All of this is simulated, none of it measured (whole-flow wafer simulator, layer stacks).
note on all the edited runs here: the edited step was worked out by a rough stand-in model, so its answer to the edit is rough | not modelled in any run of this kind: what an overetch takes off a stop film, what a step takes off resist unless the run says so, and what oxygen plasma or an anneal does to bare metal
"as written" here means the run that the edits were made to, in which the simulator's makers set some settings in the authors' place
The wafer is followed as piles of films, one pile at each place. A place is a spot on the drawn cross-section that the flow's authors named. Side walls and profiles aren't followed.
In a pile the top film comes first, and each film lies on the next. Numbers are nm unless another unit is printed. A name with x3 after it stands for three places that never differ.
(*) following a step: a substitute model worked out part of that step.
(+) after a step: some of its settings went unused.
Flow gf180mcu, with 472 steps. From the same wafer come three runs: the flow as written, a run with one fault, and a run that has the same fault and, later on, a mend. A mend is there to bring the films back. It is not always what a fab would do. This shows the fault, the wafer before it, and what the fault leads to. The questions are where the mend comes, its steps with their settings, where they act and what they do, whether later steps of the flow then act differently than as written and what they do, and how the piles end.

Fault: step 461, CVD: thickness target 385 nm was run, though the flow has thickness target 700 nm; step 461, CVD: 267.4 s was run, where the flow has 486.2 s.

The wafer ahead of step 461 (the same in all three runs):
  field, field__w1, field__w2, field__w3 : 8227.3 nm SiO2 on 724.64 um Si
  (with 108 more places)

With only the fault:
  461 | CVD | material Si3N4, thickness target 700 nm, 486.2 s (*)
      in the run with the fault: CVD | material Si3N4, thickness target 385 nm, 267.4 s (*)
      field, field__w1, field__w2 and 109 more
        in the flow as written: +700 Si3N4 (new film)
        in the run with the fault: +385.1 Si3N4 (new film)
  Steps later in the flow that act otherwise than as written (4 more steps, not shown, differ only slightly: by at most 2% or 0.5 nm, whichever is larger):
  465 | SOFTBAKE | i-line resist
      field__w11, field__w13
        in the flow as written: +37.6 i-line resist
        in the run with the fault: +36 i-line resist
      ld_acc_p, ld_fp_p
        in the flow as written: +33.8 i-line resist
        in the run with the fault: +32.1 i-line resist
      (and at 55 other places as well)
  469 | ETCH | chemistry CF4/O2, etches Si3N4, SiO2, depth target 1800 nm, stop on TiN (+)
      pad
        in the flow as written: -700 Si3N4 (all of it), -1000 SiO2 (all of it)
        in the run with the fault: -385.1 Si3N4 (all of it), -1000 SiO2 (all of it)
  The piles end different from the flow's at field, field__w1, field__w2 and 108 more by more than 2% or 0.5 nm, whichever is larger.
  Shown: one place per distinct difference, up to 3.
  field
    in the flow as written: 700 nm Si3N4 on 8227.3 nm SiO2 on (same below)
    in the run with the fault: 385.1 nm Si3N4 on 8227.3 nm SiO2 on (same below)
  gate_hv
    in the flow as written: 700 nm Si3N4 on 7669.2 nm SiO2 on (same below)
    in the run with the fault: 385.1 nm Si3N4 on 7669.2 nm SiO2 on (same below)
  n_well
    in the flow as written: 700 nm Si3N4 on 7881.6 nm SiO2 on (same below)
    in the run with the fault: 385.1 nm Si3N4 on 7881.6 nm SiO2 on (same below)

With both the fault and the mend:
  The mend follows step 468.
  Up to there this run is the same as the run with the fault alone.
  468a | STRIP | chemistry O2/N2, power 2160 W, pressure 1700 mTorr (*)
      iso_ptap_pw, iso_ntap_nw, iso_nw_fld and 33 more
        -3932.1 i-line resist (all of it)
      p_well, sti, spacer, sd_n, mim_1p0, dice_street
        -3938 i-line resist (all of it)
      n_well, sd_p, nw_enc_fld_lv__w3
        -3975 i-line resist (all of it)
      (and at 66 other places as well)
  468b | CVD | material Si3N4, thickness target 315 nm, 218.8 s (*) (a further turn of the flow's step 461, with different settings)
      field, field__w1, field__w2 and 109 more
        +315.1 Si3N4
  468c | HMDS | 120 C, 60 s (a further turn of the flow's step 463)
      leaves every film unchanged at each place that is followed
  468d | COAT | i-line resist, thickness 4000 nm (*) (a further turn of the flow's step 464)
      iso_ptap_pw, iso_ntap_nw, iso_nw_fld and 33 more
        +4000 i-line resist (new film)
      field__w9, field__w13, sd_p_hv, gate_p_hv, nplus_u, npoly_u
        +4017 i-line resist (new film)
      p_well, sti, spacer, sd_n, mim_1p0, dice_street
        +4006.3 i-line resist (new film)
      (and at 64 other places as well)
  468e | SOFTBAKE | i-line resist (a further turn of the flow's step 465)
      ld_acc_p, ld_fp_p, ld_drift_p
        +33.8 i-line resist
      field__w2, field_sub__w4
        +33.4 i-line resist
      field__w11, field__w13
        +37.6 i-line resist
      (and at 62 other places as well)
  468f | EXPOSE | photomask Pad (a further turn of the flow's step 466)
      leaves every film unchanged at each place that is followed
  468g | PEB | i-line resist, 115 C, 93.9 s (a further turn of the flow's step 467)
      iso_ptap_pw, iso_ntap_nw, iso_nw_fld and 33 more
        -67.9 i-line resist
      field, field__w2, field__w3 and 25 more
        -68.8 i-line resist
      field_sub, field_sub__w1, field_sub__w2 and 23 more
        -68.7 i-line resist
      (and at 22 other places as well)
  468h | DEVELOP | thickness 4000 nm (*) (a further turn of the flow's step 468)
      field__w5, field__w7, field__w13 and 13 more
        -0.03 i-line resist
      pad
        -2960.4 i-line resist (all of it)
  None of the later steps of the flow differs from how it acts as written, at any place that is followed, by more than 2% or 0.5 nm, whichever is larger.
  The piles end only slightly different from the flow's at the places that both follow, by no more than 2% or 0.5 nm, whichever is larger.
